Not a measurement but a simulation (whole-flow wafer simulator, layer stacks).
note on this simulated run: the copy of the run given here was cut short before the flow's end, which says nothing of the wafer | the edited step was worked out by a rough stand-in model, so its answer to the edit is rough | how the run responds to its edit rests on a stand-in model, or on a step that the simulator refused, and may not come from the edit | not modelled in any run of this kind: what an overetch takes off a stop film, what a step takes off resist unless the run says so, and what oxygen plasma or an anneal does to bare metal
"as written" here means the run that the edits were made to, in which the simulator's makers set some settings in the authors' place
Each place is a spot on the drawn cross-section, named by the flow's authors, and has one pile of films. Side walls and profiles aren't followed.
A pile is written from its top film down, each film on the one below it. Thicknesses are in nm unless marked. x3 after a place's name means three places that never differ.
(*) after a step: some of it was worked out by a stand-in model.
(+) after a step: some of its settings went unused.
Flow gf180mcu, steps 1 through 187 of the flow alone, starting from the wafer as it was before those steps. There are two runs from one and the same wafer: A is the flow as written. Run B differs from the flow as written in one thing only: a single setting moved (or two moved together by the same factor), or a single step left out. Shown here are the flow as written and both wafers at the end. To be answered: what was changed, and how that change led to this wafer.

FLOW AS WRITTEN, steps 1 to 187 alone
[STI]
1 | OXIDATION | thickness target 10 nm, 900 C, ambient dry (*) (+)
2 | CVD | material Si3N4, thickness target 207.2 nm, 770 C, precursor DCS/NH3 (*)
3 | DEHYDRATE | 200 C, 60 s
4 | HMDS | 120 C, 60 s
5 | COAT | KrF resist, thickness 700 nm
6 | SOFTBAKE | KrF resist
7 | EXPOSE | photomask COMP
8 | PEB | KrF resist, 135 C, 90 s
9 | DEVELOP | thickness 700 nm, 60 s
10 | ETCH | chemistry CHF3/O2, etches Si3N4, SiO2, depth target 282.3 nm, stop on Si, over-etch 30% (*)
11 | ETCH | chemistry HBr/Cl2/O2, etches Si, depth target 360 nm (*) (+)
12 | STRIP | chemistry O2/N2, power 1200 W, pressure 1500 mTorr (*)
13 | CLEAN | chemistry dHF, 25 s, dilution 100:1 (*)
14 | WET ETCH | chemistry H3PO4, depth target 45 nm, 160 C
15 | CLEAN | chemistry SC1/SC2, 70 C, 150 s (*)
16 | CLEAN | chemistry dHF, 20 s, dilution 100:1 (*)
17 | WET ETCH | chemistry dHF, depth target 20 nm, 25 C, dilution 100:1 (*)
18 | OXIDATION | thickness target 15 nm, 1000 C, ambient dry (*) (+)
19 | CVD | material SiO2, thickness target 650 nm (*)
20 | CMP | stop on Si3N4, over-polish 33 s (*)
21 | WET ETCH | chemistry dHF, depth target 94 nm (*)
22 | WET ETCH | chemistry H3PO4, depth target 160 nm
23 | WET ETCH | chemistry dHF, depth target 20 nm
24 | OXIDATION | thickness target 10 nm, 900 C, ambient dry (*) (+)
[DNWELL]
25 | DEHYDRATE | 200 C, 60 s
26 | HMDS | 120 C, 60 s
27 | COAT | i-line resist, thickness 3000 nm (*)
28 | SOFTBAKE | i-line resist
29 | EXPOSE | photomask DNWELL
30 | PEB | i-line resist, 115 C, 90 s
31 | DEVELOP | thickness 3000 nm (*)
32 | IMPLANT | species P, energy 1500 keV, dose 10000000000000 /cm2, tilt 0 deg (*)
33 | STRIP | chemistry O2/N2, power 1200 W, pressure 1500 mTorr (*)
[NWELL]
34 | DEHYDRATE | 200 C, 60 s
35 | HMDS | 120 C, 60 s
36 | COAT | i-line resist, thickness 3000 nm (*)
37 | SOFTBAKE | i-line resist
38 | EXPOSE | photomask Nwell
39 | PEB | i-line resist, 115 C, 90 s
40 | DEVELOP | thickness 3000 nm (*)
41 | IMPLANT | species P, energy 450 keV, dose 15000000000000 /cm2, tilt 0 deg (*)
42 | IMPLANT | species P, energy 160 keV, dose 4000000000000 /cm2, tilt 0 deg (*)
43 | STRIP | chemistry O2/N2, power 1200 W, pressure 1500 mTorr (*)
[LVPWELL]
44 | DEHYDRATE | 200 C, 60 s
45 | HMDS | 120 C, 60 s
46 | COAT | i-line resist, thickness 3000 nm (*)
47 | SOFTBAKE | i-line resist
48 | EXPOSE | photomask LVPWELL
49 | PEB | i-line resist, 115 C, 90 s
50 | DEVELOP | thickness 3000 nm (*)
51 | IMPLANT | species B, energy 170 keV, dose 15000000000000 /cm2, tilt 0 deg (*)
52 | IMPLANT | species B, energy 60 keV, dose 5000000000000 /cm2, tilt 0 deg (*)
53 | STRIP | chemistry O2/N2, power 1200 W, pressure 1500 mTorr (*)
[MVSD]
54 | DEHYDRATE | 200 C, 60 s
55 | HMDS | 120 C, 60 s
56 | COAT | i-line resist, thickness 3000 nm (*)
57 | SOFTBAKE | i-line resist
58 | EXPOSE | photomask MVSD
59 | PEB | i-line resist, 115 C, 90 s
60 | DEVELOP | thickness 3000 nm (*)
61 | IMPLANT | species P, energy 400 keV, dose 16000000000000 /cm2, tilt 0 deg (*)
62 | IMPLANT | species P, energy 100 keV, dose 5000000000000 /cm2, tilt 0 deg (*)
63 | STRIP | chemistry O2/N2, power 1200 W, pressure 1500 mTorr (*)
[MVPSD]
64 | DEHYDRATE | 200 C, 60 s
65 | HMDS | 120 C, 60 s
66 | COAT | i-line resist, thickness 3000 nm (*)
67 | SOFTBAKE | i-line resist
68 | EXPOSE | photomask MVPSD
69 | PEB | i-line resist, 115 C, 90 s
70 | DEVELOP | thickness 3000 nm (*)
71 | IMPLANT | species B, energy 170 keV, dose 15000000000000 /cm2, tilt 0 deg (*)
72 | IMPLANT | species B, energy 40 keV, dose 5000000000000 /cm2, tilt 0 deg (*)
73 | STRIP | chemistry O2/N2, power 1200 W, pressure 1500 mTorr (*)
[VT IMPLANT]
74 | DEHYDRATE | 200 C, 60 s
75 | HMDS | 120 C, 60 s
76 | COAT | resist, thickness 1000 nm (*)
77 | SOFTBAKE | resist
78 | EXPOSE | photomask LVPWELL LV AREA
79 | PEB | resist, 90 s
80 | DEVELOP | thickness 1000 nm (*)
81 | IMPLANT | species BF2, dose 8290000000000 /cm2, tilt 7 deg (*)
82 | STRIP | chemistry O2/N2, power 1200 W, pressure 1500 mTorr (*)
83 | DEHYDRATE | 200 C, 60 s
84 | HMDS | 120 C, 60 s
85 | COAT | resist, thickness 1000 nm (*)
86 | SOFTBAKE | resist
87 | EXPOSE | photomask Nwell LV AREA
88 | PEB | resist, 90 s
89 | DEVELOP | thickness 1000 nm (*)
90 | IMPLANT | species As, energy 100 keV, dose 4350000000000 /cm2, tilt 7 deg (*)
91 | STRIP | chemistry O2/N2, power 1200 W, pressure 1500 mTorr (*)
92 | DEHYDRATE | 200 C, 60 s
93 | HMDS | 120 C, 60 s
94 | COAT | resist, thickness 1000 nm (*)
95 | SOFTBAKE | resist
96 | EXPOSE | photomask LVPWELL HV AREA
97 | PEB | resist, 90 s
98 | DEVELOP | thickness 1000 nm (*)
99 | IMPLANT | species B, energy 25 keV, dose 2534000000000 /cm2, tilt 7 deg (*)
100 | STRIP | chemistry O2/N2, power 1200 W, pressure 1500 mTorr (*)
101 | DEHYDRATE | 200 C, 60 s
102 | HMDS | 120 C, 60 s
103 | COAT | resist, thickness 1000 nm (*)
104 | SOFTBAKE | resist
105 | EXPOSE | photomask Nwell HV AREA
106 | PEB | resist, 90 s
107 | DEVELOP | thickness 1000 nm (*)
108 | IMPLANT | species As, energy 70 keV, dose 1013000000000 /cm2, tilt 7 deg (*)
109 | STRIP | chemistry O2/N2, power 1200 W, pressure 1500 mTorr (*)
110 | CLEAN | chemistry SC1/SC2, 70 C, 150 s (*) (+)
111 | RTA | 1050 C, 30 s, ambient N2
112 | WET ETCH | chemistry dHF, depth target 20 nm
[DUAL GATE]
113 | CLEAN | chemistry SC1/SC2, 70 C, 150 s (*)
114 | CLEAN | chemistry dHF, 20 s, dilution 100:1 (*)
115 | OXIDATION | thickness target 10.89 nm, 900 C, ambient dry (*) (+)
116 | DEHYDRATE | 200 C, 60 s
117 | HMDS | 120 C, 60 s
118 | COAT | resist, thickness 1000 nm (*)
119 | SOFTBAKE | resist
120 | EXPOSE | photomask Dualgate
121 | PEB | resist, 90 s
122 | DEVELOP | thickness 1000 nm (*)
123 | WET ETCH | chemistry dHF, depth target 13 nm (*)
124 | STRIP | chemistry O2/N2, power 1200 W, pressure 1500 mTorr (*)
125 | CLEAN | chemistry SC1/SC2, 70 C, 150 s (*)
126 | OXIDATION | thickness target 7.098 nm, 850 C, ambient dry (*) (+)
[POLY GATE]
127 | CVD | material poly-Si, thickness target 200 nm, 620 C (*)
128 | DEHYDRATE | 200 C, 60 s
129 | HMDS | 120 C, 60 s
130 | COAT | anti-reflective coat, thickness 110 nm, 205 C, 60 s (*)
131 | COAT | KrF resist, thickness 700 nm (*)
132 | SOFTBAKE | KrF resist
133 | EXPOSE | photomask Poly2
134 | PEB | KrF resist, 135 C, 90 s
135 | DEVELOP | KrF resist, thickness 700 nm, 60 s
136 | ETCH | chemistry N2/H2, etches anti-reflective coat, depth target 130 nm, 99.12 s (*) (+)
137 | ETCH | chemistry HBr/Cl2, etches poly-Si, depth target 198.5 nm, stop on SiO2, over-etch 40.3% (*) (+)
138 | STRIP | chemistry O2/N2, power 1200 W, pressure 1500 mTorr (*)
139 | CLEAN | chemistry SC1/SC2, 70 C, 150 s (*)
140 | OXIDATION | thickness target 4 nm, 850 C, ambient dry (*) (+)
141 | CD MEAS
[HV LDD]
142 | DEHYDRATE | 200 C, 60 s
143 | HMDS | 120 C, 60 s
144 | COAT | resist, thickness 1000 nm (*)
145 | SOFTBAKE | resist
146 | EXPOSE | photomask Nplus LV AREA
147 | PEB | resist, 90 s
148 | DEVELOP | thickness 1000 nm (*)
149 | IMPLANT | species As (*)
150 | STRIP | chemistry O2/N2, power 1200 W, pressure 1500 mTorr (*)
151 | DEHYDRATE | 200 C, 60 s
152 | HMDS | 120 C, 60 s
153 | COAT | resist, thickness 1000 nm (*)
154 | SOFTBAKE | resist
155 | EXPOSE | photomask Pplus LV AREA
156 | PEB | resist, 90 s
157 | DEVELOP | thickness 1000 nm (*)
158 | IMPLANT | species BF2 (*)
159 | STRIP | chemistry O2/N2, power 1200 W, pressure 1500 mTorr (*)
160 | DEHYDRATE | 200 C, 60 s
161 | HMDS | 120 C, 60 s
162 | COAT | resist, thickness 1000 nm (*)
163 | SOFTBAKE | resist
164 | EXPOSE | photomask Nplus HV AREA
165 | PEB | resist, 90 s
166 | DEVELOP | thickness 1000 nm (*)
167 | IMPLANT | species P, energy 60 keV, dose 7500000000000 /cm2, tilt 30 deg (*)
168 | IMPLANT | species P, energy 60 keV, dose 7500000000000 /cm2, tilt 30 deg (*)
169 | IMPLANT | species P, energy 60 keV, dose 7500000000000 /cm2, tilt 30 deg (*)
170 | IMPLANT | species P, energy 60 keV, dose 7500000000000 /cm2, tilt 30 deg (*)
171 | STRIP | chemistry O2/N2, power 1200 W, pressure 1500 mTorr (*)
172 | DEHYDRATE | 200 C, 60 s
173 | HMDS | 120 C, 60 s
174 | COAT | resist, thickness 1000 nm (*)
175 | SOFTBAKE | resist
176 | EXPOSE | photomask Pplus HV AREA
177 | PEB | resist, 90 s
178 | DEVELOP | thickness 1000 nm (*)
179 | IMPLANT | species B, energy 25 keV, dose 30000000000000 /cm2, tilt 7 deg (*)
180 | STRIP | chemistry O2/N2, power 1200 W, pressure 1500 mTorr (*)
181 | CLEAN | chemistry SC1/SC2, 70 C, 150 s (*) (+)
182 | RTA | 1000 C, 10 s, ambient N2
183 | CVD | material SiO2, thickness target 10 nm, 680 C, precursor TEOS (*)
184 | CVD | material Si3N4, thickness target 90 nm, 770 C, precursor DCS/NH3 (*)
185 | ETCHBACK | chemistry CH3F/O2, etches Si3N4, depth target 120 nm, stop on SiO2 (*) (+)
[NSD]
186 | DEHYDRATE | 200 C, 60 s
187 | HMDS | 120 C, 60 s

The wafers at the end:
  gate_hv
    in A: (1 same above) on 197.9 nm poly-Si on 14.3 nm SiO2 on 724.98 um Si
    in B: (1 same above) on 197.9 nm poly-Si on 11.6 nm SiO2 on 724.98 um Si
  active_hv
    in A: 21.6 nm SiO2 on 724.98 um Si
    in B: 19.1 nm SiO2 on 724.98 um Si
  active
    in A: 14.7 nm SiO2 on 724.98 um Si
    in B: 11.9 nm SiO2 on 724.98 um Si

The reason: step 126, OXIDATION: thickness target 3.904 nm was run, while the flow as written has thickness target 7.098 nm.

Step by step, how the change led to this:
  126 | OXIDATION | thickness target 7.098 nm, 850 C, ambient dry (*) (+)
      gate_hv, active_hv, active_nat and 25 more: A +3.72 SiO2, -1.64 Si | B +1.07 SiO2, -0.47 Si
      active, n_well, p_well and 12 more: A +7.1 SiO2 (new film), -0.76 chemical SiO2 (all of it), -2.79 Si | B +3.9 SiO2 (new film), -0.76 chemical SiO2 (all of it), -1.38 Si
